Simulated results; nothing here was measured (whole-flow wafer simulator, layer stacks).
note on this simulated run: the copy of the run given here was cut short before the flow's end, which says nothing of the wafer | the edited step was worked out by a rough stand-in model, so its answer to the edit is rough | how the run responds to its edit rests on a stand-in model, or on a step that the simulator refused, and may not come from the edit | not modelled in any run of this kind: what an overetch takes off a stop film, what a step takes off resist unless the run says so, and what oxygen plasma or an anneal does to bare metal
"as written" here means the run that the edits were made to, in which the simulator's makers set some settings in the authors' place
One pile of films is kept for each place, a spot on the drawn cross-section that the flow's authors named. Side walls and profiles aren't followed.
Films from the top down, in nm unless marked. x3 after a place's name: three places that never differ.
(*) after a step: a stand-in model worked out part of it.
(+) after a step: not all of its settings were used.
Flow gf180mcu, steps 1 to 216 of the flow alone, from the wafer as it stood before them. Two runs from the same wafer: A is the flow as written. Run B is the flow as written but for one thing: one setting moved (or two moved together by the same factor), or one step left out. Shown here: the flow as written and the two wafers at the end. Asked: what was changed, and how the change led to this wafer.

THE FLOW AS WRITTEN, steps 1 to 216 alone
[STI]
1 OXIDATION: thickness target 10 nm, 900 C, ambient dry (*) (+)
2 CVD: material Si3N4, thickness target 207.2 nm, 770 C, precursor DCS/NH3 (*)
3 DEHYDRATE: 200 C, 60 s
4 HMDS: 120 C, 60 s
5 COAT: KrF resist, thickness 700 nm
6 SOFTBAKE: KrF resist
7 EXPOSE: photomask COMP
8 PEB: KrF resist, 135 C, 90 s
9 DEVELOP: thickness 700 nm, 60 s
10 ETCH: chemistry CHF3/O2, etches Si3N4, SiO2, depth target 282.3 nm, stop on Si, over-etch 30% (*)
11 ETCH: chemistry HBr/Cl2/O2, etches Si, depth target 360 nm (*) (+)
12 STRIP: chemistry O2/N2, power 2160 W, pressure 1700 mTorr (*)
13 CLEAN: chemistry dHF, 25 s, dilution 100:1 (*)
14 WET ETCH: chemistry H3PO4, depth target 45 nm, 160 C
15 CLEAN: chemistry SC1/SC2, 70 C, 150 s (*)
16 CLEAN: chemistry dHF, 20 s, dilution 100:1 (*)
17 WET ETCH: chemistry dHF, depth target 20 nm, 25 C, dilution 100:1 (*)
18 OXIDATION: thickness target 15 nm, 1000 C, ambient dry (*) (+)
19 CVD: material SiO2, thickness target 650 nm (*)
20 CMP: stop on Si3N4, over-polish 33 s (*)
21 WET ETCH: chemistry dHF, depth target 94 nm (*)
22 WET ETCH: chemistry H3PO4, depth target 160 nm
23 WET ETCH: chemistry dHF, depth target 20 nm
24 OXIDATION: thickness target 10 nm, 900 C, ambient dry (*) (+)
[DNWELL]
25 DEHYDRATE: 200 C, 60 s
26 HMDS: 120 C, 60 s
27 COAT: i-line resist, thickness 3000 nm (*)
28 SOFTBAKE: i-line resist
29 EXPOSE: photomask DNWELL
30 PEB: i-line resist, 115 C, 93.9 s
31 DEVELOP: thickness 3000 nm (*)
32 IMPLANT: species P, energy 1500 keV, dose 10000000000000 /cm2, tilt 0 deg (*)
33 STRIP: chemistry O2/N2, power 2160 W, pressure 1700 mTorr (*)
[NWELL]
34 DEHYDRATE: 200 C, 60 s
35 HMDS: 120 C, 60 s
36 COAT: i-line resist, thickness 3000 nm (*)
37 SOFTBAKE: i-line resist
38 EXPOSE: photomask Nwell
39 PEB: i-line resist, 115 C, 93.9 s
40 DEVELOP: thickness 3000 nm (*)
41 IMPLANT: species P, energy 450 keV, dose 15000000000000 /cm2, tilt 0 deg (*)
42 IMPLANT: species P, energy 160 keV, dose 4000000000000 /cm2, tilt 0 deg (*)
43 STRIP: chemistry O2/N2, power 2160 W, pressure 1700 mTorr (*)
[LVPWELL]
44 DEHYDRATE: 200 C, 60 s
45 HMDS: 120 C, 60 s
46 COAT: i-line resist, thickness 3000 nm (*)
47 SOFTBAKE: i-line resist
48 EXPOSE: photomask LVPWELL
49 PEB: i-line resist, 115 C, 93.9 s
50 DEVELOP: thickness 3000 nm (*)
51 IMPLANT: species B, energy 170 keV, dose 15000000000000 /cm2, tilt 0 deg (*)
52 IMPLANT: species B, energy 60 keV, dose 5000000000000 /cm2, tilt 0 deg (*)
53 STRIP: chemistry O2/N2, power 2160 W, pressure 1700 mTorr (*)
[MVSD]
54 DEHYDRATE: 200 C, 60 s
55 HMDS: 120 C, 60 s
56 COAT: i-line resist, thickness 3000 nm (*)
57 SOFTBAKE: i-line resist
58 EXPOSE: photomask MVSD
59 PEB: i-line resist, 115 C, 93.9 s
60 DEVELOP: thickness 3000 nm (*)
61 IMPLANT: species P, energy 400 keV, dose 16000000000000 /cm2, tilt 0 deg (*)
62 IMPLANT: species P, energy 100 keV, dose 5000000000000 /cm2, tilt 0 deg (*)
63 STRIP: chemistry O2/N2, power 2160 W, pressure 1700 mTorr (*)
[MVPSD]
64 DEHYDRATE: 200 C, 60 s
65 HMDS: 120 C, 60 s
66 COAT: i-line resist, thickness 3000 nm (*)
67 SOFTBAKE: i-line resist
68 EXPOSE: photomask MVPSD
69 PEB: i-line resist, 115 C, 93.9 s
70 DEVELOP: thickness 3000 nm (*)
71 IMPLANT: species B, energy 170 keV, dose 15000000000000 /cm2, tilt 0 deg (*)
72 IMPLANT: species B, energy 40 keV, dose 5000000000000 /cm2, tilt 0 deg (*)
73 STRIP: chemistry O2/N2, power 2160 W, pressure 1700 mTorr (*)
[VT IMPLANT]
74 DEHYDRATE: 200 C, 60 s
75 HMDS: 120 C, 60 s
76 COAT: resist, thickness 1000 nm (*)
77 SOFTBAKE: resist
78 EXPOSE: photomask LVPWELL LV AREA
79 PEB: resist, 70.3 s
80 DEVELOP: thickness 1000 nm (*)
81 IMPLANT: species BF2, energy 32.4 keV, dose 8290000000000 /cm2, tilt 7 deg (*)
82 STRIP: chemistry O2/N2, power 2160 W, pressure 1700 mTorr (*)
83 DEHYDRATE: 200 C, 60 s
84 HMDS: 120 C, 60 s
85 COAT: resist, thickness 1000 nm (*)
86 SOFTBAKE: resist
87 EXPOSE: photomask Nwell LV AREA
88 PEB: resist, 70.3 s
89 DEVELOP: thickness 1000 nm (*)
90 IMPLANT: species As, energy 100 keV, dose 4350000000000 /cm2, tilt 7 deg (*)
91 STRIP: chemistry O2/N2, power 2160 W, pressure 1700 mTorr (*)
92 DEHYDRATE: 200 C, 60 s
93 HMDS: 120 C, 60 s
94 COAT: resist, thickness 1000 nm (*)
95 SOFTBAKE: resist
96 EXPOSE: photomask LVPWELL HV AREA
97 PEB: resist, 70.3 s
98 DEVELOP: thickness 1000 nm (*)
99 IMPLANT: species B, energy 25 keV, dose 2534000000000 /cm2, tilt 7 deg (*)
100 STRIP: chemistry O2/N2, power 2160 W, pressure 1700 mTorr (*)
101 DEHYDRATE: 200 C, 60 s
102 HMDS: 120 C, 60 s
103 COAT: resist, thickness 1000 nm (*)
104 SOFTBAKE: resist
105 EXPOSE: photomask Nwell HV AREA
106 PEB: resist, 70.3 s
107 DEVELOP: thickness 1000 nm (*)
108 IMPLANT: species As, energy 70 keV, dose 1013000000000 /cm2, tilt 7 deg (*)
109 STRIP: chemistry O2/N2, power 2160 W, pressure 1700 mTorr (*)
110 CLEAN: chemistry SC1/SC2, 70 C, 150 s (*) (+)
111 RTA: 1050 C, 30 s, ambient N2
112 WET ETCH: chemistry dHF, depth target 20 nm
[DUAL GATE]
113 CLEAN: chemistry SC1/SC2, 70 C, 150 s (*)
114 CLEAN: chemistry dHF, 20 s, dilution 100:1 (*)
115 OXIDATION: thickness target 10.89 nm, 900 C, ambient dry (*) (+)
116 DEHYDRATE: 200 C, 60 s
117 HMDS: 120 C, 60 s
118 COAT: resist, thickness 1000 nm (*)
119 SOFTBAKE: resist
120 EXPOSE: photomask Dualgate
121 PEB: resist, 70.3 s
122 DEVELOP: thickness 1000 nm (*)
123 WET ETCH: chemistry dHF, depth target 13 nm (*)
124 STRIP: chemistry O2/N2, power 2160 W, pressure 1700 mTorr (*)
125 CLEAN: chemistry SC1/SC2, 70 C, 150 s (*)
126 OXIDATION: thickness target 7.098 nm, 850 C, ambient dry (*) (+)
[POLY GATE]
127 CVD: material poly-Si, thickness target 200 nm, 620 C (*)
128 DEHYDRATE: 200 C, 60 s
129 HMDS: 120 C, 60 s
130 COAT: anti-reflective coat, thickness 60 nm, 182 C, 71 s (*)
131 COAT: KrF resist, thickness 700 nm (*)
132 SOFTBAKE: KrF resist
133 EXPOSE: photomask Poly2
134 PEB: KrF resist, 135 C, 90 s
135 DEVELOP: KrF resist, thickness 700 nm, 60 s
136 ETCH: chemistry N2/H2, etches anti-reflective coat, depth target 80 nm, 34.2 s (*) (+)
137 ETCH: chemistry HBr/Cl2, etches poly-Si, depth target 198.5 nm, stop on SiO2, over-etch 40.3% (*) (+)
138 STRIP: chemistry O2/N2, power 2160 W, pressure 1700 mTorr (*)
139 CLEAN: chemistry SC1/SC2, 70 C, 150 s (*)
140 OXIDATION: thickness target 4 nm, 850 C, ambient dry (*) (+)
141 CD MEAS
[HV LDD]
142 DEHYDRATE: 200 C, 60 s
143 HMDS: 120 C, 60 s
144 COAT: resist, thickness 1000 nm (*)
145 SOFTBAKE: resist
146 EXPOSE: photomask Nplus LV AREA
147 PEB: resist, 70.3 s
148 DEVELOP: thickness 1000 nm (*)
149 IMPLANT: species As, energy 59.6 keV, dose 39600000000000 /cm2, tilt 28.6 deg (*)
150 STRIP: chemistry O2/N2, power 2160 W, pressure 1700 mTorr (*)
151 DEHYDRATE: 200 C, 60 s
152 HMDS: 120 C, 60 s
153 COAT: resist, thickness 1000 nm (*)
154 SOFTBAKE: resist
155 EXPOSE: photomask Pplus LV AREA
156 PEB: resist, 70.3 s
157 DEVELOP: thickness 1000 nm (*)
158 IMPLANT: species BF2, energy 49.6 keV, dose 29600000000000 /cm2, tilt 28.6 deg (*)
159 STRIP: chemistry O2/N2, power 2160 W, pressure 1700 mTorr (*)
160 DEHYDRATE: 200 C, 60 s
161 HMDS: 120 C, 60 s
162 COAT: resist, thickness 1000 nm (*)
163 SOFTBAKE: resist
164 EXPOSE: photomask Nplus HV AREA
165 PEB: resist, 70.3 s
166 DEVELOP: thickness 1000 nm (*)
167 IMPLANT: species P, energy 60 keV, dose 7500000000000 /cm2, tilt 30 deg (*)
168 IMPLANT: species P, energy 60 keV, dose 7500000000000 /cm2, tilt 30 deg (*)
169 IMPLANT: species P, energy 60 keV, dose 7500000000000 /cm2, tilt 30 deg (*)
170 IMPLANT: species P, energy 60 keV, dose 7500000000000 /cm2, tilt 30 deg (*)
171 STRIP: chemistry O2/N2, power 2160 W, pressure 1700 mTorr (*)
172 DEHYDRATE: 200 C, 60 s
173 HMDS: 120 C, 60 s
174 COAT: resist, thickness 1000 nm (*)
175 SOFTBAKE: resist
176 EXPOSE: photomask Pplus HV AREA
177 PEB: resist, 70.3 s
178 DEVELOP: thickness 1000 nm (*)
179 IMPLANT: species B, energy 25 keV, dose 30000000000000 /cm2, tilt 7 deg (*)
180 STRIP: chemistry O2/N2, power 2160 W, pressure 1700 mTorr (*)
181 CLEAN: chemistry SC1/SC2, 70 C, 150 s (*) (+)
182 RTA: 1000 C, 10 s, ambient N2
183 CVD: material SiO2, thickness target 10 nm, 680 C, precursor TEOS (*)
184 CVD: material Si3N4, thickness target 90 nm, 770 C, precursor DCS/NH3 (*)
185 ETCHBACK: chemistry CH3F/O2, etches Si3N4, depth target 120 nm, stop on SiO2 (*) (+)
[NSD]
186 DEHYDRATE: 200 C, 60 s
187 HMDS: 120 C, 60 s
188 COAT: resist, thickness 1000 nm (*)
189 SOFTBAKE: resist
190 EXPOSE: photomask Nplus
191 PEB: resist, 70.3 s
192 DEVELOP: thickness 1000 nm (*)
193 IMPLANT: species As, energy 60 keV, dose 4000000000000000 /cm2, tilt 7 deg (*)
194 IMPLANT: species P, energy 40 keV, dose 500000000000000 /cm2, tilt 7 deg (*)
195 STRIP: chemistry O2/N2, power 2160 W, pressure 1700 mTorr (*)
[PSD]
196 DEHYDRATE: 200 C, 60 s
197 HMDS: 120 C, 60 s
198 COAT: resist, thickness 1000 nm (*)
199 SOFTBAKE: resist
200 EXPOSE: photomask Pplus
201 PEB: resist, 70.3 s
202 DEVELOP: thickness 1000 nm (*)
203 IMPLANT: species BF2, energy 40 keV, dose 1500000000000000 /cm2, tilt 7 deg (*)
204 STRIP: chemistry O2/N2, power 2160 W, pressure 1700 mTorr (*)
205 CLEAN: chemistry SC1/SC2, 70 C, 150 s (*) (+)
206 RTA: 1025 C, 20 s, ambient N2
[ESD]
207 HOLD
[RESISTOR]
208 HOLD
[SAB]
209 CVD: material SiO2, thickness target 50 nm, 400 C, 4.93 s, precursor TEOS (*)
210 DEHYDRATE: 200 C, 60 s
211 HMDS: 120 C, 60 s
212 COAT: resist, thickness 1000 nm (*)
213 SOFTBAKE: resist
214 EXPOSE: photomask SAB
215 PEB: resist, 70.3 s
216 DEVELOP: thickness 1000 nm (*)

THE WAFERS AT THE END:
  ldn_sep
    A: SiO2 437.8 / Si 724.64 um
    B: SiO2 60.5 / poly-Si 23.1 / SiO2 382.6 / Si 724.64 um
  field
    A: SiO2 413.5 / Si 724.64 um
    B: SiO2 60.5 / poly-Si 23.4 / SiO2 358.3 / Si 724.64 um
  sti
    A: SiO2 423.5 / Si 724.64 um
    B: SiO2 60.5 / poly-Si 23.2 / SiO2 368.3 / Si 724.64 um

The cause: step 127, CVD: thickness target 305 nm was run, where the flow has thickness target 200 nm.

How the change led to this, step by step:
  127 CVD: material poly-Si, thickness target 200 nm, 620 C (*)
      field, field__w1, field__w2 and 89 more: A poly-Si +200 (new film) | B poly-Si +305 (new film)
  137 ETCH: chemistry HBr/Cl2, etches poly-Si, depth target 198.5 nm, stop on SiO2, over-etch 40.3% (*) (+)
      field__w3, field__w12, field_sub and 14 more: A poly-Si -199 (all of it), SiO2 -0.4 | B poly-Si -278.5
      field__w6, sti, m1 and 11 more: A poly-Si -198.8 (all of it), SiO2 -0.4 | B poly-Si -278.5
      (and at 33 more places)
  138 STRIP: chemistry O2/N2, power 2160 W, pressure 1700 mTorr (*)
      field, field__w1, field__w2 and 61 more: A nothing | B chemical SiO2 +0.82 (new film), poly-Si -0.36
  139 CLEAN: chemistry SC1/SC2, 70 C, 150 s (*)
      field, field__w1, field__w2 and 34 more: A SiO2 -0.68 | B chemical SiO2 -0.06, poly-Si -0.27
  140 OXIDATION: thickness target 4 nm, 850 C, ambient dry (*) (+)
      field, field__w1, field__w2 and 21 more: A SiO2 +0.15, Si -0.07 | B SiO2 +4 (new film), chemical SiO2 -0.76 (all of it), poly-Si -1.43
      active_hv, active_nat, ld_sd_n and 11 more: A SiO2 +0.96, Si -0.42 | B SiO2 +4 (new film), chemical SiO2 -0.76 (all of it), poly-Si -1.43
      (and at 26 more places)
  144 COAT: resist, thickness 1000 nm (*)
      polyc_n, polyc_p: A resist +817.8 (new film) | B resist +753.9 (new film)
      field_sub__w4: A resist +1047.7 (new film) | B resist +1070.5 (new film)
      (and at 30 more places)
  145 SOFTBAKE: resist
      active_hv: A resist +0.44 | B resist -1.47
      nw_enc_fld_lv__w3: A resist +2.63 | B resist -1.65
      (and at 73 more places)
  147 PEB: resist, 70.3 s
      polyc_n, polyc_n_rim, polyc_p, polyc_p_rim: A resist -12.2 | B resist -11
      ldn_ch, ldn_acc, ldp_ch, ldp_acc: A resist -13 | B resist -11.9
      (and at 27 more places)
  148 DEVELOP: thickness 1000 nm (*)
      gate: A resist -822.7 (all of it) | B resist -758.4 (all of it)
      npoly_u: A resist -821.5 (all of it) | B resist -759.2 (all of it)
      (and at 3 more places)
  150 STRIP: chemistry O2/N2, power 2160 W, pressure 1700 mTorr (*)
      field_sub__w4: A resist -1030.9 (all of it) | B resist -1053.3 (all of it)
      gate_hv: A resist -824.2 (all of it) | B resist -763.6 (all of it)
      (and at 25 more places)
  153 COAT: resist, thickness 1000 nm (*)
      polyc_n, polyc_p: A resist +817.8 (new film) | B resist +753.9 (new film)
      field_sub__w4: A resist +1047.7 (new film) | B resist +1070.5 (new film)
      (and at 30 more places)
  154 SOFTBAKE: resist
      active_hv: A resist +0.44 | B resist -1.47
      nw_enc_fld_lv__w3: A resist +2.63 | B resist -1.65
      (and at 73 more places)
  156 PEB: resist, 70.3 s
      polyc_n, polyc_n_rim, polyc_p, polyc_p_rim: A resist -12.2 | B resist -11
      ldn_ch, ldn_acc, ldp_ch, ldp_acc: A resist -13 | B resist -11.9
      (and at 27 more places)
  157 DEVELOP: thickness 1000 nm (*)
      gate_p: A resist -828.7 (all of it) | B resist -765.8 (all of it)
      ppoly_u: A resist -827 (all of it) | B resist -767 (all of it)
      (and at 3 more places)
  159 STRIP: chemistry O2/N2, power 2160 W, pressure 1700 mTorr (*)
      field_sub__w4: A resist -1030.9 (all of it) | B resist -1053.3 (all of it)
      gate: A resist -822.7 (all of it) | B resist -758.4 (all of it)
      (and at 25 more places)
  162 COAT: resist, thickness 1000 nm (*)
      polyc_n, polyc_p: A resist +817.8 (new film) | B resist +753.9 (new film)
      field_sub__w4: A resist +1047.7 (new film) | B resist +1070.5 (new film)
      (and at 30 more places)
  ... 23 more steps ...
  216 DEVELOP: thickness 1000 nm (*)
      field__w3, field__w12: A resist -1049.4 (all of it) | B resist -1072.8 (all of it)
      field__w2: A resist -1035.2 (all of it) | B resist -1059 (all of it)
      (and at 43 more places)
